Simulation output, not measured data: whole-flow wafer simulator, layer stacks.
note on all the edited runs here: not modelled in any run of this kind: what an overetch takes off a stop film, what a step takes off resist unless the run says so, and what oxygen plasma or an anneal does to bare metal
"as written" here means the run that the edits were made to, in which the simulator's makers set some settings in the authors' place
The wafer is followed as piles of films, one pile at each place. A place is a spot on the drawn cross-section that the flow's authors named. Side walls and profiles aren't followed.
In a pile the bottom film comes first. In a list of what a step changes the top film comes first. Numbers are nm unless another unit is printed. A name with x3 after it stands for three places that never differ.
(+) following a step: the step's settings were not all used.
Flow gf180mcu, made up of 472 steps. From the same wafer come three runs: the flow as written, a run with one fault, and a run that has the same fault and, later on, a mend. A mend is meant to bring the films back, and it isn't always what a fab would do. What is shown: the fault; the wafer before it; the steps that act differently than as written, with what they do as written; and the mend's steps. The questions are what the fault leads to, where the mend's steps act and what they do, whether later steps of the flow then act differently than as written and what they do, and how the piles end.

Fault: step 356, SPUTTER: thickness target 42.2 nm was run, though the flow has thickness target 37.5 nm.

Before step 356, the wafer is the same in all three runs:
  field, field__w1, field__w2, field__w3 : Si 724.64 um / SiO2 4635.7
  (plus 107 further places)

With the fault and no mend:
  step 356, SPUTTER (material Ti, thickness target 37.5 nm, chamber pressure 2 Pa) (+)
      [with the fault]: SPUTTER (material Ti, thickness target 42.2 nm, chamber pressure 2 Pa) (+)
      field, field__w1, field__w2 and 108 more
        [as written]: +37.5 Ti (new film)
        [with the fault]: +42.2 Ti (new film)
  Steps further on in the flow that do not act as written (not shown: 1 more step that differs only slightly, by at most 2% or 0.5 nm, whichever is larger):
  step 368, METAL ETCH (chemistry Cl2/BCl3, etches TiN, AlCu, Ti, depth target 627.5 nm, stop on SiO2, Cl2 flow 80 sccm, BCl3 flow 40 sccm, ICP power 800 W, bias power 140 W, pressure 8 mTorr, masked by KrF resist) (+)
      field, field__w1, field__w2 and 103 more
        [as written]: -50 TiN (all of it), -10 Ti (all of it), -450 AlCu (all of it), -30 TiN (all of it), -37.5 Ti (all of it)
        [with the fault]: -50 TiN (all of it), -10 Ti (all of it), -450 AlCu (all of it), -30 TiN (all of it), -42.2 Ti (all of it)
  The piles end different from the flow's at field__w8, contact, m1, m1__w1, m1_nw by more than 2% or 0.5 nm, whichever is larger.
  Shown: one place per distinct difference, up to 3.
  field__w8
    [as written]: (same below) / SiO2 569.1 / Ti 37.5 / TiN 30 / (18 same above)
    [with the fault]: (same below) / SiO2 569.1 / Ti 42.2 / TiN 30 / (18 same above)
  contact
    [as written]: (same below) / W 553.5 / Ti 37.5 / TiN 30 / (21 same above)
    [with the fault]: (same below) / W 553.5 / Ti 42.2 / TiN 30 / (21 same above)

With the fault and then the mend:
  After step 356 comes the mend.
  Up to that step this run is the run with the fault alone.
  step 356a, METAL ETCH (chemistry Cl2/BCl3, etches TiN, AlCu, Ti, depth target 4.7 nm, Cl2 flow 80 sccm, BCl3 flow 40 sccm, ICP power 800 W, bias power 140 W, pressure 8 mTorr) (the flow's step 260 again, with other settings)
      field, field__w1, field__w2 and 108 more
        -4.7 Ti
  Later steps of the flow that are run all act as written at every place that is followed.
  By the end, the piles equal the flow's at every place that both follow.
